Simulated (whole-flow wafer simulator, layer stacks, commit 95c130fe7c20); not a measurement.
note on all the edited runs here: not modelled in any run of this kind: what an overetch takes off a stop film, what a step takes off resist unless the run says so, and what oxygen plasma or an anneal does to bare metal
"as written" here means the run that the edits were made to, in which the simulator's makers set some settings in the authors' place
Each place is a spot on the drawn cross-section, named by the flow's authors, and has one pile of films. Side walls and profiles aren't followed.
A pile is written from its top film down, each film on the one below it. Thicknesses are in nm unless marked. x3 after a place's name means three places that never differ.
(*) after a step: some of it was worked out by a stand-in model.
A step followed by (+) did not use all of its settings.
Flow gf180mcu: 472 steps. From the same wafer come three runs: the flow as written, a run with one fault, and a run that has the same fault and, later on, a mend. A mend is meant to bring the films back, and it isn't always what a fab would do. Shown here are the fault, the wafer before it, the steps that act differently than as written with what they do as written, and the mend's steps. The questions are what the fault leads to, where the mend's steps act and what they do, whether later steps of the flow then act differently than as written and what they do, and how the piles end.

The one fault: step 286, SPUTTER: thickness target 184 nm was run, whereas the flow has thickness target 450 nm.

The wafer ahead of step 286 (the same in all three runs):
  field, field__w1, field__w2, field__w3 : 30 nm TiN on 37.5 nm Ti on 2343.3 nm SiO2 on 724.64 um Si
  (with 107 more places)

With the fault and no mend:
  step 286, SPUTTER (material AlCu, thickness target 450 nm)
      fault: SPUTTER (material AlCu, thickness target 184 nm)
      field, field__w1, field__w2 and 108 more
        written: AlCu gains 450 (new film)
        fault: AlCu gains 184 (new film)
  Steps later in the flow that act otherwise than as written:
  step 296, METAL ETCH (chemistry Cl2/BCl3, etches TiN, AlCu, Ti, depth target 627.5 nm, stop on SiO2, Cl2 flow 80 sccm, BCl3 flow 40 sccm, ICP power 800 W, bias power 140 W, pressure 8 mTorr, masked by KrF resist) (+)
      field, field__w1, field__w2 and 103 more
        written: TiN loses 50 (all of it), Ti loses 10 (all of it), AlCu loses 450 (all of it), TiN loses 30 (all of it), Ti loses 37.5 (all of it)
        fault: TiN loses 50 (all of it), Ti loses 10 (all of it), AlCu loses 184 (all of it), TiN loses 30 (all of it), Ti loses 37.5 (all of it)
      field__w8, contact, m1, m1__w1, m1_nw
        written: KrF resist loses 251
        fault: KrF resist loses 186.9
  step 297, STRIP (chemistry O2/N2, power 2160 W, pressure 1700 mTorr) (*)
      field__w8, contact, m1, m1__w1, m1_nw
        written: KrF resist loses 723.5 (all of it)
        fault: KrF resist loses 787.6 (all of it)
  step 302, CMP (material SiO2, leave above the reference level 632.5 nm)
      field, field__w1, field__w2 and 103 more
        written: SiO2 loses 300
        fault: SiO2 loses 566
  The piles end different from the flow's at field, field__w1, field__w2 and 109 more by more than 2% or 0.5 nm, whichever is larger.
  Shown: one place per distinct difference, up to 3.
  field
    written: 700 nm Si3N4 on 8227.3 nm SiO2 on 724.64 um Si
    fault: 700 nm Si3N4 on 7961.3 nm SiO2 on 724.64 um Si
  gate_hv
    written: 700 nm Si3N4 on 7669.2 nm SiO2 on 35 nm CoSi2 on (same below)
    fault: 700 nm Si3N4 on 7403.2 nm SiO2 on 35 nm CoSi2 on (same below)
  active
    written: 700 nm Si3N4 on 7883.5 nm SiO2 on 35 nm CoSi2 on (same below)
    fault: 700 nm Si3N4 on 7617.5 nm SiO2 on 35 nm CoSi2 on (same below)

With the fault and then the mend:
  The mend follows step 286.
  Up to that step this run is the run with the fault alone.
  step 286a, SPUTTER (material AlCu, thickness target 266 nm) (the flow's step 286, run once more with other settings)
      field, field__w1, field__w2 and 108 more
        AlCu gains 266
  Every later step of the flow that is run acts as written at every place that is followed.
  At every place that both follow, the piles at the end match the flow's.
